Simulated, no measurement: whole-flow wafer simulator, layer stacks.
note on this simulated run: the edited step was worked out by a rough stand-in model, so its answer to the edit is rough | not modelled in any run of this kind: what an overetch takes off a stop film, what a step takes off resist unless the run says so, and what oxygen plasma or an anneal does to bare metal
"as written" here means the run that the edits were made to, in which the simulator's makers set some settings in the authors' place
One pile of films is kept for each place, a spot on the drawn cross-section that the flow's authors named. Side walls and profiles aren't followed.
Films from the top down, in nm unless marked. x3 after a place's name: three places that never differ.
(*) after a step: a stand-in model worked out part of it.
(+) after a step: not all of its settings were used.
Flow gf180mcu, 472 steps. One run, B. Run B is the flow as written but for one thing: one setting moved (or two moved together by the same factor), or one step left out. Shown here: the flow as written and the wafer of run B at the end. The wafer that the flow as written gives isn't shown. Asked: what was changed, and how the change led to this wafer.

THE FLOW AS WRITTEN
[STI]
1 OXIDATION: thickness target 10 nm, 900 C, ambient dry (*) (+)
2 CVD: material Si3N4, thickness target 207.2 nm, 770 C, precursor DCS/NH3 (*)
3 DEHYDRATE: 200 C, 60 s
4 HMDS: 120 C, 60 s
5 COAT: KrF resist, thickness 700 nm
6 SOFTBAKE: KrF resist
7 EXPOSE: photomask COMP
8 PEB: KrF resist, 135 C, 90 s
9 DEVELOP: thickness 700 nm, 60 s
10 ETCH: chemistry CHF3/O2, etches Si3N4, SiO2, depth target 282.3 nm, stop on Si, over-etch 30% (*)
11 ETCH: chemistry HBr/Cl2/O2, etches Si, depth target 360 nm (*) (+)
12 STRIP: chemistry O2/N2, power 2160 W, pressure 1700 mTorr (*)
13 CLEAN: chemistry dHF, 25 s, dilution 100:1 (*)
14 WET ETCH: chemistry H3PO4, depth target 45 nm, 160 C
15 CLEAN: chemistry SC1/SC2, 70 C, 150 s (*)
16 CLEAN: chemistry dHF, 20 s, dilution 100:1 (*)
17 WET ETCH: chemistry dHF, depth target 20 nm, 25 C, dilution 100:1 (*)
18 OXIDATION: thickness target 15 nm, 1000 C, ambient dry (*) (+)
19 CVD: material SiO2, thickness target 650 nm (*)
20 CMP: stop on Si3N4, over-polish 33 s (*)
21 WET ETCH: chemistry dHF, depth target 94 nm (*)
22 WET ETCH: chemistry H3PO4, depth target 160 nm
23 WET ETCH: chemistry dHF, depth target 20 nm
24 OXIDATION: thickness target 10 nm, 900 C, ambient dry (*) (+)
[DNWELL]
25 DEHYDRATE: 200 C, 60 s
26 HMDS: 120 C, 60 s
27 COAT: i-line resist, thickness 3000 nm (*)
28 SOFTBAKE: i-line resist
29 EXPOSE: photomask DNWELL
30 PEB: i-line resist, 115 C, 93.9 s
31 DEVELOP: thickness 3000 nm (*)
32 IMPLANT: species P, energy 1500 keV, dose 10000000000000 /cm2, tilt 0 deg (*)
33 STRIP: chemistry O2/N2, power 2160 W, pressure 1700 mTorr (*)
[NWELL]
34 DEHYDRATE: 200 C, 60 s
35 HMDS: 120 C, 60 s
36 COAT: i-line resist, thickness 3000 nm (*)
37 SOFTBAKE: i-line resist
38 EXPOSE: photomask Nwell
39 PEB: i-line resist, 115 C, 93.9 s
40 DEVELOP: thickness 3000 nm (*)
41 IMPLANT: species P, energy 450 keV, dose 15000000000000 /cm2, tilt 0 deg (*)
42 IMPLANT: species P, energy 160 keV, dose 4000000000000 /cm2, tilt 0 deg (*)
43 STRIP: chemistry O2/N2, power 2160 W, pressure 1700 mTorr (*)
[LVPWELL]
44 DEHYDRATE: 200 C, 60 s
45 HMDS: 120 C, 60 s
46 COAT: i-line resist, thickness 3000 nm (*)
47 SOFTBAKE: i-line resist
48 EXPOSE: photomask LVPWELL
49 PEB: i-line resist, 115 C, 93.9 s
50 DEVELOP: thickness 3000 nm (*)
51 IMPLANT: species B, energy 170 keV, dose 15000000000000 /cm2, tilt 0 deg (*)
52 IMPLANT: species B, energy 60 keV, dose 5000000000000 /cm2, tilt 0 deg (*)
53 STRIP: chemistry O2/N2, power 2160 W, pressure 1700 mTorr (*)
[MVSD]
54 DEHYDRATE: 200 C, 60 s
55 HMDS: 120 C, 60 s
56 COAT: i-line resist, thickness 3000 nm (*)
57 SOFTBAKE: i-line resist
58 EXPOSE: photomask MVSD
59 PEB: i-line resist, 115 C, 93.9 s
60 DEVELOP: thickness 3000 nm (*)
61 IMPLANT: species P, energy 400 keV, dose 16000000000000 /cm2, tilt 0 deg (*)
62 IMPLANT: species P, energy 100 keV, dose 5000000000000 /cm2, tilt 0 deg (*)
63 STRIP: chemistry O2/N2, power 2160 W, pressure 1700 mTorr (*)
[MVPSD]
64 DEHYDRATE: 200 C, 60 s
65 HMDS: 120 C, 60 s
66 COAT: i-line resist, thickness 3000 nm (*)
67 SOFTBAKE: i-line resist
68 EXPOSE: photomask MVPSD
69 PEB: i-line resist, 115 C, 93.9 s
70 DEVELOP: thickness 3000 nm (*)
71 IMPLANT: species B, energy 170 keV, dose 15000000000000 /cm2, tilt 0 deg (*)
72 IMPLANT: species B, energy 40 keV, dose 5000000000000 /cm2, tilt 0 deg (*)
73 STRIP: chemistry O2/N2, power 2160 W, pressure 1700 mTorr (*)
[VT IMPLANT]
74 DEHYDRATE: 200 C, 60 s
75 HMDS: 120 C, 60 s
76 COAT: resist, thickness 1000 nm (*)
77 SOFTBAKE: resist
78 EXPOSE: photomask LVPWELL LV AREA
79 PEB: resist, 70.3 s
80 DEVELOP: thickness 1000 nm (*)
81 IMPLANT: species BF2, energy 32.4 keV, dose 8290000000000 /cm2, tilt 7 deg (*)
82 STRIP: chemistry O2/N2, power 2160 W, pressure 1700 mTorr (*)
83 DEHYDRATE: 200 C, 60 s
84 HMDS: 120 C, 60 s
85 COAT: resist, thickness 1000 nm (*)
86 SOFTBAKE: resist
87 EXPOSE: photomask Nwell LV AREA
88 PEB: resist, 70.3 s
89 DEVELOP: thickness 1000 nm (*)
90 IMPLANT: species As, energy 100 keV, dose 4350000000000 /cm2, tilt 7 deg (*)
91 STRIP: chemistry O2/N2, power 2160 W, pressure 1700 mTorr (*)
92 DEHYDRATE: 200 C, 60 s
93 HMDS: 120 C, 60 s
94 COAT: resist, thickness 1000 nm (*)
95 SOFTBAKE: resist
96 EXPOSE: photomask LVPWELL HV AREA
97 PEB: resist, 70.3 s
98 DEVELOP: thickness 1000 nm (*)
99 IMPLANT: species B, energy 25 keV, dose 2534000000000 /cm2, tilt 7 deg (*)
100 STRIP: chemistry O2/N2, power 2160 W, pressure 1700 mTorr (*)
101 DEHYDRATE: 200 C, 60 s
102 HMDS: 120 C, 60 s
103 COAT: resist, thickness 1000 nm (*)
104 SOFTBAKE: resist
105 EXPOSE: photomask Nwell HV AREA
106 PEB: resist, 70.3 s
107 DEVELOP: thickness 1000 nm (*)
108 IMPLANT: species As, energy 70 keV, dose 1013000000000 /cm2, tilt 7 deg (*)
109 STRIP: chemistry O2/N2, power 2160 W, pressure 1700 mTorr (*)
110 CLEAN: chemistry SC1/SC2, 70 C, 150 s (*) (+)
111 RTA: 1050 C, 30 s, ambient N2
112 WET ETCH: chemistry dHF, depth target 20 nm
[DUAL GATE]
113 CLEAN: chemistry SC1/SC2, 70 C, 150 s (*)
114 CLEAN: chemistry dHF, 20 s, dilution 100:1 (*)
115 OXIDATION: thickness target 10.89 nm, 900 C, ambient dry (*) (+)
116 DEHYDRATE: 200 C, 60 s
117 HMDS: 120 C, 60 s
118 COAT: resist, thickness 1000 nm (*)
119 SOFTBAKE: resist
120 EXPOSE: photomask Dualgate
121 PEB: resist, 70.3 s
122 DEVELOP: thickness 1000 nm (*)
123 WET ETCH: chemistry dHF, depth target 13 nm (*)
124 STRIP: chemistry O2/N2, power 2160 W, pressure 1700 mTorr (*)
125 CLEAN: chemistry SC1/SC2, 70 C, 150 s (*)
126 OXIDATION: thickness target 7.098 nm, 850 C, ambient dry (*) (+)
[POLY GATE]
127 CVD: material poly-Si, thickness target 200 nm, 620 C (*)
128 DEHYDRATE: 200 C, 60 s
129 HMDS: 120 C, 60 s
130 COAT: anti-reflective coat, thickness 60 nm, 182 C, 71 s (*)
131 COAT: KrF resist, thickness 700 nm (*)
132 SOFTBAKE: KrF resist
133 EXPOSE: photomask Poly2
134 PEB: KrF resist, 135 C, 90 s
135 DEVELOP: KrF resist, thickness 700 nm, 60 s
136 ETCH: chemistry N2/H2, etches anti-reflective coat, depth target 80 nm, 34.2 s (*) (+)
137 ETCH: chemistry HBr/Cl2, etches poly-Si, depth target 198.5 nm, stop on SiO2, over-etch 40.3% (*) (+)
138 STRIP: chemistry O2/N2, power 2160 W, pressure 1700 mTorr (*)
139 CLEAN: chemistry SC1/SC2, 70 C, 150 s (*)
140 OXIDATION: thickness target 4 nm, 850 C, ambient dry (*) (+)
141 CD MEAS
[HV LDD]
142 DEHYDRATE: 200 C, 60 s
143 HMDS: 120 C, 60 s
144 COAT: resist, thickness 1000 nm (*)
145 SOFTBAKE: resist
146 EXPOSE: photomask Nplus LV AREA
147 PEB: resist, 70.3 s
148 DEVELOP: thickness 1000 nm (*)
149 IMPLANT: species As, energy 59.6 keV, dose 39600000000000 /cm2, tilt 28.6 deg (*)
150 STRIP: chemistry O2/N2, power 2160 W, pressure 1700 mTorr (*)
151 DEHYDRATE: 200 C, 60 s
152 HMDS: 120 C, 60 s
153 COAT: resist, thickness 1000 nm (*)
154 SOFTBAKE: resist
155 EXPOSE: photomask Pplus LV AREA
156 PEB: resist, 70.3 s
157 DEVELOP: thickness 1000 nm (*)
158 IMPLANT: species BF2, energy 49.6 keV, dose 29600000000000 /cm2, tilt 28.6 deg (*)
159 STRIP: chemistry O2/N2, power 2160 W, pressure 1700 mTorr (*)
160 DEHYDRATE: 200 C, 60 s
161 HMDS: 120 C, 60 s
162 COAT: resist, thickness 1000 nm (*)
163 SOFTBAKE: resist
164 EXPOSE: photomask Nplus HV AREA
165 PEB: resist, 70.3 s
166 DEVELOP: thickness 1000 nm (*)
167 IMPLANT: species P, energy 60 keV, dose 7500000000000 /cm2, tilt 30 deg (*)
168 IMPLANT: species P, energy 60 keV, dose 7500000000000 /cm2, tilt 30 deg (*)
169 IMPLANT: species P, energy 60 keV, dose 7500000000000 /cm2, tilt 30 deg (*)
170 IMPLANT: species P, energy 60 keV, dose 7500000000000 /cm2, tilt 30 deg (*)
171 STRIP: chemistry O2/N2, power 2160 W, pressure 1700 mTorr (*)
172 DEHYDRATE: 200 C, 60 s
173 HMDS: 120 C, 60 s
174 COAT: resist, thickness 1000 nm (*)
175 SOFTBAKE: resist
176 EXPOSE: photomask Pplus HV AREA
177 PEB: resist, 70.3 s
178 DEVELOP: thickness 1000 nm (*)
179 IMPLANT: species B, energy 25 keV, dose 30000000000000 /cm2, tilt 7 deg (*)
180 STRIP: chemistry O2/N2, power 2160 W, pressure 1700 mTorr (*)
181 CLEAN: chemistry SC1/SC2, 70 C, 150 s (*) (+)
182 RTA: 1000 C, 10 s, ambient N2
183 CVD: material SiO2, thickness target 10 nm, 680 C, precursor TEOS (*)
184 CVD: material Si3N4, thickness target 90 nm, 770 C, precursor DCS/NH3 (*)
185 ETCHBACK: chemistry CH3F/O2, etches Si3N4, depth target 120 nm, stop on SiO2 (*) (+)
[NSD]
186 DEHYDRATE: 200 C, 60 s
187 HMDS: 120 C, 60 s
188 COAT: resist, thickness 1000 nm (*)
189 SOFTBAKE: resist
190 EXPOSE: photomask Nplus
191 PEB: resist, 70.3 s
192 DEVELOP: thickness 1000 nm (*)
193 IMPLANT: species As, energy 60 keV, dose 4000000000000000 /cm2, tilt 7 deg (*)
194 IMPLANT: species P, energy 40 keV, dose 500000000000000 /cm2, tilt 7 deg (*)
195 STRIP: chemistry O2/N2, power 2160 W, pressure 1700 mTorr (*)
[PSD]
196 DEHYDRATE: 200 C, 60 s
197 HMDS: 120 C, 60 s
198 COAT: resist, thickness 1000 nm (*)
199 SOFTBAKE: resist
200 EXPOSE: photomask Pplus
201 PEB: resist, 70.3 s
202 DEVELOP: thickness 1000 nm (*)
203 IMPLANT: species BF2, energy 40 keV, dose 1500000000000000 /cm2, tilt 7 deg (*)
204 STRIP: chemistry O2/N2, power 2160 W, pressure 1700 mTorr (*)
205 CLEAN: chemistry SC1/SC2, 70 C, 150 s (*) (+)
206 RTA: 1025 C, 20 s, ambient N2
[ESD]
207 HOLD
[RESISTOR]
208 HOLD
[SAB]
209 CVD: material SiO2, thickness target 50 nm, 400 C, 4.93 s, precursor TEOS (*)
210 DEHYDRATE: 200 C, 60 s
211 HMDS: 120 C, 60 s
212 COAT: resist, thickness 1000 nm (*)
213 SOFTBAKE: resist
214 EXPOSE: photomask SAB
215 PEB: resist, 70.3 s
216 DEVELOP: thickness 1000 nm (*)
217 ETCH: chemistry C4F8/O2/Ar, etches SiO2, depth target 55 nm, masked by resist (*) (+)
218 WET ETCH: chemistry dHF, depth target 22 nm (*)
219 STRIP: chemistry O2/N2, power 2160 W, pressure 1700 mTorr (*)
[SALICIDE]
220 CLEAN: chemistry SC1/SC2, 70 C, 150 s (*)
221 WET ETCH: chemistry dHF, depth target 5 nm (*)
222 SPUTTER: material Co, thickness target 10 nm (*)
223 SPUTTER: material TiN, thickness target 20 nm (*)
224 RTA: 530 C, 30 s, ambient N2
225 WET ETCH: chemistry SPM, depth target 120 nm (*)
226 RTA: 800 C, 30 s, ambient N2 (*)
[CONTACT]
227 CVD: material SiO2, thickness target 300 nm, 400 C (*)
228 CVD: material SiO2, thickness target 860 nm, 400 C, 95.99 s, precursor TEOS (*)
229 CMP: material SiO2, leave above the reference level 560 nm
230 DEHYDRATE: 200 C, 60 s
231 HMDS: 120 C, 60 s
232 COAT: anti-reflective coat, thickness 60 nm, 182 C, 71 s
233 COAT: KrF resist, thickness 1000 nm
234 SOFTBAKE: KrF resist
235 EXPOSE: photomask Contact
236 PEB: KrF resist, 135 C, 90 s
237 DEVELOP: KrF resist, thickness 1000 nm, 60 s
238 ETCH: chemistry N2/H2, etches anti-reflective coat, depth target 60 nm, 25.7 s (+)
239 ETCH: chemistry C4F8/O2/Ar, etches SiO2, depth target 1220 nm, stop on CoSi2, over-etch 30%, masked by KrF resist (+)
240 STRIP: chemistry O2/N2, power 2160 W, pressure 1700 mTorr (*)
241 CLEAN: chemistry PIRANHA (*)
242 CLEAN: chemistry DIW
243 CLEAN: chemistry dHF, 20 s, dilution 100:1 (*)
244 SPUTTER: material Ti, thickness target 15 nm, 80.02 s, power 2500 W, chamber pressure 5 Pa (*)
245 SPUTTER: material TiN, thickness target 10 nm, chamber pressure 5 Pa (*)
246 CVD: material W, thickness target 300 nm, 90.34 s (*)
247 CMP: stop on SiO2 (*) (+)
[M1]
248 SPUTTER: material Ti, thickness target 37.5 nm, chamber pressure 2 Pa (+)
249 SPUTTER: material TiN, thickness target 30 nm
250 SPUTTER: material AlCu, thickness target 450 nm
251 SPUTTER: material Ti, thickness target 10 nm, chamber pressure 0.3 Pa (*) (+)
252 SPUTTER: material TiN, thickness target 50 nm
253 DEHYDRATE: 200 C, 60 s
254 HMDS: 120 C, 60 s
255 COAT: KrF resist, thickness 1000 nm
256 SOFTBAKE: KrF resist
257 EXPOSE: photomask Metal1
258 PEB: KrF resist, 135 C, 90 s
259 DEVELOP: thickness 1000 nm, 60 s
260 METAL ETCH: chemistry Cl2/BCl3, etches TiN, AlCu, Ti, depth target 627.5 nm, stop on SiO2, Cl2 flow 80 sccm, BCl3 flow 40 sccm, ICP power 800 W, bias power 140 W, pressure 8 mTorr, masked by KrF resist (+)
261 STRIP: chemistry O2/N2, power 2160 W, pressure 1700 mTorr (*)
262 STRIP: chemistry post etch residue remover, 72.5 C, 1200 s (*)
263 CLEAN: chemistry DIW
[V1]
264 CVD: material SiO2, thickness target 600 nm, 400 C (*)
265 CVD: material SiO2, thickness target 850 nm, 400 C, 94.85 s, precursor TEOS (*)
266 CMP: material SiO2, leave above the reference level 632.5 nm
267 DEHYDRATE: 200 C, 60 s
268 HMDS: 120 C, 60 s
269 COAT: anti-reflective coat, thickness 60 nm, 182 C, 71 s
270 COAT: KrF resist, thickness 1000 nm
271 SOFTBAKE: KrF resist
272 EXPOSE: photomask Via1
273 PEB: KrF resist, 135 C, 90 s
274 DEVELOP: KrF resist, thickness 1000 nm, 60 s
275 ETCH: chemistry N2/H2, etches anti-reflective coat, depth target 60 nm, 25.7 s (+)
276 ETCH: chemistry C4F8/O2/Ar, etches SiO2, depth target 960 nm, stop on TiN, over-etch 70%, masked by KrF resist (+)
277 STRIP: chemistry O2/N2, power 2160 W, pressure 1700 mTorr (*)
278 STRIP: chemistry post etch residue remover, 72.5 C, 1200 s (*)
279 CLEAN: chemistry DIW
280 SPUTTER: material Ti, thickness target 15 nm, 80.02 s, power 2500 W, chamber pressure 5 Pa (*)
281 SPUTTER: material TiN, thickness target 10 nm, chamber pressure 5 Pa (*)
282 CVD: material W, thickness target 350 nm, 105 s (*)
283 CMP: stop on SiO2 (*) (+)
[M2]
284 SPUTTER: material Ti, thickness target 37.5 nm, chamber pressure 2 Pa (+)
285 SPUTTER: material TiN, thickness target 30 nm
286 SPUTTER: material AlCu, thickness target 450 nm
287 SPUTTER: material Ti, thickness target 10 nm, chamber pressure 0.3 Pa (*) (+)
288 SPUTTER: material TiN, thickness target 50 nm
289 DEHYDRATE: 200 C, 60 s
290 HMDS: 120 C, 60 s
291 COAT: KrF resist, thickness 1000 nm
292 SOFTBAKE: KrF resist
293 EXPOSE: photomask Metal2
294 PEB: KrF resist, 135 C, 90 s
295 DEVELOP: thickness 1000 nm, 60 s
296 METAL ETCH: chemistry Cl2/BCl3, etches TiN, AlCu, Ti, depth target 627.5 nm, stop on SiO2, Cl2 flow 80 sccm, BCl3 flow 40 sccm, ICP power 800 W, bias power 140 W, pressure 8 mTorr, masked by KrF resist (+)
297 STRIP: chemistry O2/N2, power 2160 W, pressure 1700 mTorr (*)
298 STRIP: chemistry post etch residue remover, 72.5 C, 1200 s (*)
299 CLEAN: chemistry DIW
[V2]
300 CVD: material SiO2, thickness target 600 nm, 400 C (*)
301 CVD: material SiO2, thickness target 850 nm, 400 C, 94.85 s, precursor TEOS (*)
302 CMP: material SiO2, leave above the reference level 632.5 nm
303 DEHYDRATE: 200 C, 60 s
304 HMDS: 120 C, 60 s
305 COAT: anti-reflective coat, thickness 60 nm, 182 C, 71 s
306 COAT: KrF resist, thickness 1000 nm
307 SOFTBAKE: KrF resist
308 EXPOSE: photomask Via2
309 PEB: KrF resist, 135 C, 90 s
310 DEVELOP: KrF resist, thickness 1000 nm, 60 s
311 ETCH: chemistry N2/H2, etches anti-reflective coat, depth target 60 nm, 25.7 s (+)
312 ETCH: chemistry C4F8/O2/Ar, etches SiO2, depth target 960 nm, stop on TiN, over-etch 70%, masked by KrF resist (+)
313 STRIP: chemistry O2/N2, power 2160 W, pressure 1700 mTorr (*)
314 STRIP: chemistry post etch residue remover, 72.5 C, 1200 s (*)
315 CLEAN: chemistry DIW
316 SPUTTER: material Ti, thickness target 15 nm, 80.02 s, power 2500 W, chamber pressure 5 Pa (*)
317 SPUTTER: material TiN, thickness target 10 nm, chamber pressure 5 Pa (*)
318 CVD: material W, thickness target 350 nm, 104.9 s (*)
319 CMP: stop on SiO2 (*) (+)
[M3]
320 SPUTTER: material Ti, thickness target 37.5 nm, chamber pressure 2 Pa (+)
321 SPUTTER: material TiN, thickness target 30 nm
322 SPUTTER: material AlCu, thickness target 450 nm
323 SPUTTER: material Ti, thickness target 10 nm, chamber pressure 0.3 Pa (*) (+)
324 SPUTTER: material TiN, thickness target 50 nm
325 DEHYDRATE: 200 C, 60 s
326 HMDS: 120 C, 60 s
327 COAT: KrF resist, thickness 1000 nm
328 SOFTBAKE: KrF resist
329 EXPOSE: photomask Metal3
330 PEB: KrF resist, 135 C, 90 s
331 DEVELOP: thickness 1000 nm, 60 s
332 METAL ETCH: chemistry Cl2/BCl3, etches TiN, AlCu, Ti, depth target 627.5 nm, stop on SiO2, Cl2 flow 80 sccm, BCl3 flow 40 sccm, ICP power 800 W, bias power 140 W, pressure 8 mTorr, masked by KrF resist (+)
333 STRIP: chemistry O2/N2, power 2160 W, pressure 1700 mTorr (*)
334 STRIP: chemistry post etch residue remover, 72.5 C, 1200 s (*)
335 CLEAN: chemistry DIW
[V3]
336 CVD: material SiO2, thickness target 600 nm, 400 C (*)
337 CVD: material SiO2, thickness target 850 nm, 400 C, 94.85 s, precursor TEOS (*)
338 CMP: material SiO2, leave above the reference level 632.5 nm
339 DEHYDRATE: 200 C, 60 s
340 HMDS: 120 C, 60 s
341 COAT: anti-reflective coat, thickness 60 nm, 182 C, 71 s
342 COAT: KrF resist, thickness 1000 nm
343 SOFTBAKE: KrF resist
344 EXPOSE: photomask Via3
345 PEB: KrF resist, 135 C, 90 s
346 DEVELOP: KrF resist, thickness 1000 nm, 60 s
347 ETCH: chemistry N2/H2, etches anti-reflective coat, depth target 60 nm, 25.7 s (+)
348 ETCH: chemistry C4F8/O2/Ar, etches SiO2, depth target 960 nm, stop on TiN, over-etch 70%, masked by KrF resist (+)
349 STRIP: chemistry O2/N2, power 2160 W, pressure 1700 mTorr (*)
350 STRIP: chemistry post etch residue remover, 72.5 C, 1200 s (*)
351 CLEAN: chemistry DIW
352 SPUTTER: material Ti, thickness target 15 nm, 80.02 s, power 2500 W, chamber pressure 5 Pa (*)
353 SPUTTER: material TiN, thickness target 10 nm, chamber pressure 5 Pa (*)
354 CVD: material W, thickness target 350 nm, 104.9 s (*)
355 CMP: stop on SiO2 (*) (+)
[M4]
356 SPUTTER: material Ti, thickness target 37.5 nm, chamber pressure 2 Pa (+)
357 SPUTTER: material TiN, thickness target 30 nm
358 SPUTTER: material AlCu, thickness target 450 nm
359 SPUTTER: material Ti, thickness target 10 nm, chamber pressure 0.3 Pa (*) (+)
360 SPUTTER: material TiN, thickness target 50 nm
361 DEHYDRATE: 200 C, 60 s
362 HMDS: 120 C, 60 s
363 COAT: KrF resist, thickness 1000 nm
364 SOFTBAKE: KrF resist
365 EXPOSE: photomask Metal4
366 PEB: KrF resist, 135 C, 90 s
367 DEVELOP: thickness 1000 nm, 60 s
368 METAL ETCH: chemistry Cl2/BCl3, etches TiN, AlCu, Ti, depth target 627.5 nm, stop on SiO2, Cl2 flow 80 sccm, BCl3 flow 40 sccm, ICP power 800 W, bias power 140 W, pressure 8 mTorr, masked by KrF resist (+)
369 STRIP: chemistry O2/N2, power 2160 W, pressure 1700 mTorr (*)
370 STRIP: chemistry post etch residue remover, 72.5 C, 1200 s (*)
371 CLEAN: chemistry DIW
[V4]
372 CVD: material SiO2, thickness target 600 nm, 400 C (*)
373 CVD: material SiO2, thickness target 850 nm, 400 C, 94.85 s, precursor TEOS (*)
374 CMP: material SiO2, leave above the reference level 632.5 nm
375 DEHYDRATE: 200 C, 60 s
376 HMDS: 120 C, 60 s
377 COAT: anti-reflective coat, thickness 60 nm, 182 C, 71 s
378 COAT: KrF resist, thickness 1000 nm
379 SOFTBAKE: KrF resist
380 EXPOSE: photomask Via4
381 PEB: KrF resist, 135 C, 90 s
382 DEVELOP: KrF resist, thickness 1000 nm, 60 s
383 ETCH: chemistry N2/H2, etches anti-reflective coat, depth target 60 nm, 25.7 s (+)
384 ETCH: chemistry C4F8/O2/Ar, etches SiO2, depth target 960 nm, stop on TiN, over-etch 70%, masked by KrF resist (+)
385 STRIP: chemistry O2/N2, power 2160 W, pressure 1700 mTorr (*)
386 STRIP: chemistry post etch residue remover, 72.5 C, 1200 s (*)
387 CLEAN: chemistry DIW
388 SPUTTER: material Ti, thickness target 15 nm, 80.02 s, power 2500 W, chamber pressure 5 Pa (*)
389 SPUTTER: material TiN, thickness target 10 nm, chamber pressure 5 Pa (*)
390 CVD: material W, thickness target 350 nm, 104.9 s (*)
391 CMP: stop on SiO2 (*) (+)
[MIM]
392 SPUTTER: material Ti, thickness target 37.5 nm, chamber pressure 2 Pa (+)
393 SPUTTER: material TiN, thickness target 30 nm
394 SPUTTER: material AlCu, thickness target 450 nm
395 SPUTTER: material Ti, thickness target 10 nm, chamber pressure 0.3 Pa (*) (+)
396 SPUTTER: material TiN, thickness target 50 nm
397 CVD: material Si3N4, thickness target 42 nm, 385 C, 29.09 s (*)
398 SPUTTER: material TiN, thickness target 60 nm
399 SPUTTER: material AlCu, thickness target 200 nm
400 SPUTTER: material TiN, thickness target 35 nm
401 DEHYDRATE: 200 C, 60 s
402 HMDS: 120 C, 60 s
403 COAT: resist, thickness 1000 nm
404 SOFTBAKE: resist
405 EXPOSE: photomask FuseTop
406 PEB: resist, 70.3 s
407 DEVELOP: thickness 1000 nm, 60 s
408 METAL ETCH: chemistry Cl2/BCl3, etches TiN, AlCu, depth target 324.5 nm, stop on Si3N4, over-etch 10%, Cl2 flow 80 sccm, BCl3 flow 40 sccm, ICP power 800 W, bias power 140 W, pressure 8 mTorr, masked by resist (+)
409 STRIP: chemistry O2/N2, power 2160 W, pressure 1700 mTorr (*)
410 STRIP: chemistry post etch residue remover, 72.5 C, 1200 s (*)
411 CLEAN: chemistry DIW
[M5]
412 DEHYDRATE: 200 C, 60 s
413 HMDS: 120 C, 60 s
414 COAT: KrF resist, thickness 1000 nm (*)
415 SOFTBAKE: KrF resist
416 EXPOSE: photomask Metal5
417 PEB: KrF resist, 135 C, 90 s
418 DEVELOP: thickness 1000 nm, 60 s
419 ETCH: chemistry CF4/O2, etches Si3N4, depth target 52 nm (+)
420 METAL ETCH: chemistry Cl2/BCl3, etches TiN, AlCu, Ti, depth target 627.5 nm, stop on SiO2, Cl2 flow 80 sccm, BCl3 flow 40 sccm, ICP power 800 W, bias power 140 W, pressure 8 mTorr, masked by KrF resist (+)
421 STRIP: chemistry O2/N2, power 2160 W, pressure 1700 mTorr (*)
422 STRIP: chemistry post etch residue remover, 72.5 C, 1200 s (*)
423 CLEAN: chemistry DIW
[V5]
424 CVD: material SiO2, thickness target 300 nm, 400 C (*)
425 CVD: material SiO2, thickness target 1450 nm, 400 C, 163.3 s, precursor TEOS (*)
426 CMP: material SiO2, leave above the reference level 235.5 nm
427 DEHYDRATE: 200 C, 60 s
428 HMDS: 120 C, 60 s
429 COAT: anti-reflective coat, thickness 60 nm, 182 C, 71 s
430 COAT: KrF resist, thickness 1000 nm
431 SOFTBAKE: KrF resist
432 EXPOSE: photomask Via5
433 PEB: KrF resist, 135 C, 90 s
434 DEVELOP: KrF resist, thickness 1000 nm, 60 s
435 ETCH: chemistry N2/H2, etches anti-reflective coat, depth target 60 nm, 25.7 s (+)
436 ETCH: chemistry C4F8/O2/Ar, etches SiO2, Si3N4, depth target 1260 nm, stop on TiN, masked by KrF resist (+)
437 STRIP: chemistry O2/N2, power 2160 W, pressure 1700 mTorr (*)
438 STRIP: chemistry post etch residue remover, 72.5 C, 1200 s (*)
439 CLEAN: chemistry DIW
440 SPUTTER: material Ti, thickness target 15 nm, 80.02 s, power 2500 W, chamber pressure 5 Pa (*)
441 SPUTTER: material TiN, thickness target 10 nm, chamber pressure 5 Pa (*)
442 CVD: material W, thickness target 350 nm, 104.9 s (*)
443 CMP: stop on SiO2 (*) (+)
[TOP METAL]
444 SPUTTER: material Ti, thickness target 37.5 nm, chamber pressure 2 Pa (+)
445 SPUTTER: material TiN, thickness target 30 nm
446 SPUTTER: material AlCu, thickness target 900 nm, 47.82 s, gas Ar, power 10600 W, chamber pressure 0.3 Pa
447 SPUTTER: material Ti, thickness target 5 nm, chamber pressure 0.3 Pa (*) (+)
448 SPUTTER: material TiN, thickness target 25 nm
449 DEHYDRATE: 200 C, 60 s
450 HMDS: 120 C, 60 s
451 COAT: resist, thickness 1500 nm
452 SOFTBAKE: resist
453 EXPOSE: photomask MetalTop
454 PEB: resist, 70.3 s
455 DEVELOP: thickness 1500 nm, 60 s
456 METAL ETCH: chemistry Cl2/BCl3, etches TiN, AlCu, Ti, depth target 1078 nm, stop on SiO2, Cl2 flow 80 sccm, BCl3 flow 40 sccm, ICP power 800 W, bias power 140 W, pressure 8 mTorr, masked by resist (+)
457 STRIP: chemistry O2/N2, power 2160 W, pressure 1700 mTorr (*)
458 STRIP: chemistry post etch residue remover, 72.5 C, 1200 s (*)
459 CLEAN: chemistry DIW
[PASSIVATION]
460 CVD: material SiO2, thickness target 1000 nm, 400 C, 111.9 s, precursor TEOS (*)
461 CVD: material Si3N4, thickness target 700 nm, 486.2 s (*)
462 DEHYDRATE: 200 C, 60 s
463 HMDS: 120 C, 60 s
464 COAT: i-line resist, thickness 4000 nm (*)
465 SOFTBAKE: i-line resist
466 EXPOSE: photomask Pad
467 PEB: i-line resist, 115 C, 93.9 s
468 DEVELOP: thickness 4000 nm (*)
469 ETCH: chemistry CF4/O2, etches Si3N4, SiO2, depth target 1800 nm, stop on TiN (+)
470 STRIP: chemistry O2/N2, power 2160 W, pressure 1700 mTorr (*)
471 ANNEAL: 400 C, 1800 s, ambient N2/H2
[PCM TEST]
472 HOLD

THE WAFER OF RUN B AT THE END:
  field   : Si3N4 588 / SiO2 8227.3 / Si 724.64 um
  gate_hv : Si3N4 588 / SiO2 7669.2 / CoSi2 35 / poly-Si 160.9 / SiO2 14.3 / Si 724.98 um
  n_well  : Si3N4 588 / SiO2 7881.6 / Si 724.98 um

The cause: step 461, CVD: thickness target 588 nm was run, where the flow has thickness target 700 nm; step 461, CVD: 408.4 s was run, where the flow has 486.2 s.
It can be read off the wafer: field has Si3N4 588, and step 461 as written asks for 700 nm.

How the change led to this, step by step:
  461 CVD: material Si3N4, thickness target 700 nm, 486.2 s (*)
      field, field__w1, field__w2 and 109 more: Si3N4 +588 (new film) (as written it would be: Si3N4 +700 (new film))
  465 SOFTBAKE: i-line resist
      gate_nat: i-line resist -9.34 (as written it would be: i-line resist -9.86)
      nw_enc_fld_lv: i-line resist -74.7 (as written it would be: i-line resist -76.3)
      (and at 1 more place)
  469 ETCH: chemistry CF4/O2, etches Si3N4, SiO2, depth target 1800 nm, stop on TiN (+)
      pad: Si3N4 -588 (all of it), SiO2 -1000 (all of it) (as written it would be: Si3N4 -700 (all of it), SiO2 -1000 (all of it))
